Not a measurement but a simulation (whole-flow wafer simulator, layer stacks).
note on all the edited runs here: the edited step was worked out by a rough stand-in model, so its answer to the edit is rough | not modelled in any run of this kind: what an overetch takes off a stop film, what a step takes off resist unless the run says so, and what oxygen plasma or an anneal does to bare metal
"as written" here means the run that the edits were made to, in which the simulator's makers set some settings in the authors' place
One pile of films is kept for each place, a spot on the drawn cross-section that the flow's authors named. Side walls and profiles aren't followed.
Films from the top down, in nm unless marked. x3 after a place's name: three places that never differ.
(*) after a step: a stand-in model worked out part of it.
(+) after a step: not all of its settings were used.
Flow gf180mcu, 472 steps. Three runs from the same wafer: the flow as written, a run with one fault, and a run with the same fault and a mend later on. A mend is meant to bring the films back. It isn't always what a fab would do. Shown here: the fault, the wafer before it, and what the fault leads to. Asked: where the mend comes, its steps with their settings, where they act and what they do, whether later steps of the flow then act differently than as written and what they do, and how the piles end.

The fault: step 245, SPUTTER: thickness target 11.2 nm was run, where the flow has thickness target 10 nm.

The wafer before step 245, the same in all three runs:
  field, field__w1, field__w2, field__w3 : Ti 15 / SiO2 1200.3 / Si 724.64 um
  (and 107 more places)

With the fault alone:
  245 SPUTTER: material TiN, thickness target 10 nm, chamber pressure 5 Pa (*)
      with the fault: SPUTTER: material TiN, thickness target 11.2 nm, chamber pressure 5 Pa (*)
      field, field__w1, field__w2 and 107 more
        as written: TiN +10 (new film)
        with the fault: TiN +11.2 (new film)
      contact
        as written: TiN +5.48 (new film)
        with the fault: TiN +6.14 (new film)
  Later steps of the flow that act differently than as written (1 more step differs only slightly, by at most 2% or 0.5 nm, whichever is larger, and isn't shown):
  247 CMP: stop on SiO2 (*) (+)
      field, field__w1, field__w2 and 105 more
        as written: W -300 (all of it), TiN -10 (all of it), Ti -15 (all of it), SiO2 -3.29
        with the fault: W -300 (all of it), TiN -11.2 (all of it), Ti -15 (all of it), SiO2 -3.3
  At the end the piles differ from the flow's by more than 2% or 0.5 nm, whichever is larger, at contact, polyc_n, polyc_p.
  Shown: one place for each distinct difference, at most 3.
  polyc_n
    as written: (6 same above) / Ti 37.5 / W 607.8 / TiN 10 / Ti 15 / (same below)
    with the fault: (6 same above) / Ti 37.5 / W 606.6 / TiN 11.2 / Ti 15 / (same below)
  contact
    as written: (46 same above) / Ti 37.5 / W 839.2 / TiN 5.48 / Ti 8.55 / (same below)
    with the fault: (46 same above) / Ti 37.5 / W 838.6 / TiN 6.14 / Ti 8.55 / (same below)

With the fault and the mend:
  The mend comes after step 245.
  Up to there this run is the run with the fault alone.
  245a METAL ETCH: chemistry Cl2/BCl3, etches TiN, AlCu, Ti, depth target 1.2 nm, Cl2 flow 80 sccm, BCl3 flow 40 sccm, ICP power 800 W, bias power 140 W, pressure 8 mTorr
      field, field__w1, field__w2 and 108 more
        TiN -1.2
  No later step of the flow acts differently than as written, at any place that is followed, by more than 2% or 0.5 nm, whichever is larger.
  At the end the piles differ from the flow's by more than 2% or 0.5 nm, whichever is larger, at contact.
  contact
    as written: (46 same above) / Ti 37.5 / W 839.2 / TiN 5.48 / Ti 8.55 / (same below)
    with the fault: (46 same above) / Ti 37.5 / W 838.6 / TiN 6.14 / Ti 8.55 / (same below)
    with the mend: (46 same above) / Ti 37.5 / W 839.8 / TiN 4.94 / Ti 8.55 / (same below)
